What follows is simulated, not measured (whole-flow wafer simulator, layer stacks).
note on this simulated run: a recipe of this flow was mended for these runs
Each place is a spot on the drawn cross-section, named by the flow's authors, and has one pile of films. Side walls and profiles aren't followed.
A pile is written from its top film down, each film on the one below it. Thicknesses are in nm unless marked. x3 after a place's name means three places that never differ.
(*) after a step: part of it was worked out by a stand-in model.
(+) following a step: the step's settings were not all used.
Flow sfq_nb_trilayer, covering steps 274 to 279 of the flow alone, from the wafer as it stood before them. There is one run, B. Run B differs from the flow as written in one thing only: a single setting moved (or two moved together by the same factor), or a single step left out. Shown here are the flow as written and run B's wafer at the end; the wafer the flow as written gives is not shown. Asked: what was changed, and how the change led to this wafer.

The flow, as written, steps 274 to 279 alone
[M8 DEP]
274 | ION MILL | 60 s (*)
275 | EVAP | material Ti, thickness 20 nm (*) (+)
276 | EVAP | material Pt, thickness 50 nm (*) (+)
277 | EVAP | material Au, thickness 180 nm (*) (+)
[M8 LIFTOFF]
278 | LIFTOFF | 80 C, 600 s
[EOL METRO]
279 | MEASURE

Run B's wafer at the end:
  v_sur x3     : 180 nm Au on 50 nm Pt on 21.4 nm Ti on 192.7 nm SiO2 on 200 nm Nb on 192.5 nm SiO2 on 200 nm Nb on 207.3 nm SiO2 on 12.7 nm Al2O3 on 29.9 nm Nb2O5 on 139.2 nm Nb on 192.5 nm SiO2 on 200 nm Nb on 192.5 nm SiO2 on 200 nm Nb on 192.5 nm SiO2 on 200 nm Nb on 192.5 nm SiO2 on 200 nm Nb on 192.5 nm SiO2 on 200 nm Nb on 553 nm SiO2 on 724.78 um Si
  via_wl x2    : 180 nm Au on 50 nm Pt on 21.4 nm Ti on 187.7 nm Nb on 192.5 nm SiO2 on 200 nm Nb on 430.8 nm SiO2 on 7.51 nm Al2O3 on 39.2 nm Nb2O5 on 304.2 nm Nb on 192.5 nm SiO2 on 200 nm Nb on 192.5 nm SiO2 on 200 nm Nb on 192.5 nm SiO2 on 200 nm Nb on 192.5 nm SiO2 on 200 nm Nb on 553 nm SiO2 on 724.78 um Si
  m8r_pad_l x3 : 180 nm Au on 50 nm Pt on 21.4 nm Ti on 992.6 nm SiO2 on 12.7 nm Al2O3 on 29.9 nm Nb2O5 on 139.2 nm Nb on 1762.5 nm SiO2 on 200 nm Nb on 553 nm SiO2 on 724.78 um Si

Cause: step 275, EVAP: thickness 21.4 nm was run, though the flow has thickness 20 nm.
The wafer lets one read it off: v_sur x3 has Ti 21.4, and step 275 as written asks for 20 nm.

How this came from the change, step by step:
  275 | EVAP | material Ti, thickness 20 nm (*) (+)
      field_l, v_sur x3, via_wl x2 and 100 more: Ti gains 21.4 (new film) (in the flow as written it would be: Ti gains 20 (new film))
  278 | LIFTOFF | 80 C, 600 s
      p4_fl x5, p4_w1 x9, p3_s0 x11 and 49 more: Au loses 180 (all of it), Pt loses 50 (all of it), Ti loses 21.4 (all of it), KrF-resist-other-grade loses 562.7 (all of it), lift-off-underlayer loses 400 (all of it) (in the flow as written it would be: Au loses 180 (all of it), Pt loses 50 (all of it), Ti loses 20 (all of it), KrF-resist-other-grade loses 562.7 (all of it), lift-off-underlayer loses 400 (all of it))
      r_sur, res, r_end: Au loses 180 (all of it), Pt loses 50 (all of it), Ti loses 21.4 (all of it), KrF-resist-other-grade loses 559.9 (all of it), lift-off-underlayer loses 399.5 (all of it) (in the flow as written it would be: Au loses 180 (all of it), Pt loses 50 (all of it), Ti loses 20 (all of it), KrF-resist-other-grade loses 559.9 (all of it), lift-off-underlayer loses 399.5 (all of it))
      (and at 18 other places as well)
